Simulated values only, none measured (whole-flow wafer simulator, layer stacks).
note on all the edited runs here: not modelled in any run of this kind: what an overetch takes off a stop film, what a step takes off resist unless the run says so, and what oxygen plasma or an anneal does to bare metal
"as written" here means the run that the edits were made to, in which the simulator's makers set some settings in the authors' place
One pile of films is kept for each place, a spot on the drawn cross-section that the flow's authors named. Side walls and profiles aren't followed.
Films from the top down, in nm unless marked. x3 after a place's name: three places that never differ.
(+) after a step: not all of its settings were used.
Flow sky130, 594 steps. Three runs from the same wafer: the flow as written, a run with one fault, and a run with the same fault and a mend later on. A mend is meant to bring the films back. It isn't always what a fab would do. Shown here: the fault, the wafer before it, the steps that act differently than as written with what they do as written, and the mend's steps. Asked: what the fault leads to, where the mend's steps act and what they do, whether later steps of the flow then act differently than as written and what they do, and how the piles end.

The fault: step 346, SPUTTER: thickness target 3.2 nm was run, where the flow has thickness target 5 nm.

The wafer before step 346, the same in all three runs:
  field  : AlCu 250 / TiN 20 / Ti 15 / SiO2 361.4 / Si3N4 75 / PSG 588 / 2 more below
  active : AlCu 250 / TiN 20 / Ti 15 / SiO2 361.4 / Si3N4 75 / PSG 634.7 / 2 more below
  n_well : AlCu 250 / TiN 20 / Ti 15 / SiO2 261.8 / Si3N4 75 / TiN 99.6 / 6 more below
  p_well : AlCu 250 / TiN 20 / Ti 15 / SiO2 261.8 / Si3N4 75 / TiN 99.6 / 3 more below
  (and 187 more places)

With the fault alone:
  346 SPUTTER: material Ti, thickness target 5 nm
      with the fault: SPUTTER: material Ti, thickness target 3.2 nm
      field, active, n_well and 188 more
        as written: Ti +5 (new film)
        with the fault: Ti +3.2 (new film)
  Later steps of the flow that act differently than as written (22 more steps differ only slightly, by at most 2% or 0.5 nm, whichever is larger, and aren't shown):
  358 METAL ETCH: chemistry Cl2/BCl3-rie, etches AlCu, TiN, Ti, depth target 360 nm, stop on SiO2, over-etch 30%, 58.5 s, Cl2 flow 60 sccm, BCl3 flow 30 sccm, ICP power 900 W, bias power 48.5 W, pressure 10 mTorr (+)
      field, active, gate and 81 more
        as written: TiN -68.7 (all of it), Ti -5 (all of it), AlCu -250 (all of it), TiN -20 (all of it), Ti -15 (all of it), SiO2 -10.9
        with the fault: TiN -68.7 (all of it), Ti -3.2 (all of it), AlCu -250 (all of it), TiN -20 (all of it), Ti -15 (all of it), SiO2 -11.1
  At the end the piles differ from the flow's by more than 2% or 0.5 nm, whichever is larger, at n_well, p_well, gate_hv and 104 more.
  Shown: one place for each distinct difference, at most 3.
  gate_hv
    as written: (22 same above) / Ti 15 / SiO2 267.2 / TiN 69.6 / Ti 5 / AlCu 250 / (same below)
    with the fault: (22 same above) / Ti 15 / SiO2 269 / TiN 69.6 / Ti 3.2 / AlCu 250 / (same below)
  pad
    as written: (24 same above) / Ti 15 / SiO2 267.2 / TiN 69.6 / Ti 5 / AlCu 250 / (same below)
    with the fault: (24 same above) / Ti 15 / SiO2 269 / TiN 69.6 / Ti 3.2 / AlCu 250 / (same below)
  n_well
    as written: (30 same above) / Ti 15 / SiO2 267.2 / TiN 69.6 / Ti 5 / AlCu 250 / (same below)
    with the fault: (30 same above) / Ti 15 / SiO2 269 / TiN 69.6 / Ti 3.2 / AlCu 250 / (same below)

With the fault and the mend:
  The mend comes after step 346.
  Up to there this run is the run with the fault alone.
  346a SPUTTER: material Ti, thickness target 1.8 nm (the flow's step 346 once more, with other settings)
      field, active, n_well and 188 more
        Ti +1.8
  No later step of the flow acts differently than as written at any place that is followed.
  At the end the piles are the same as the flow's at every place that both follow.
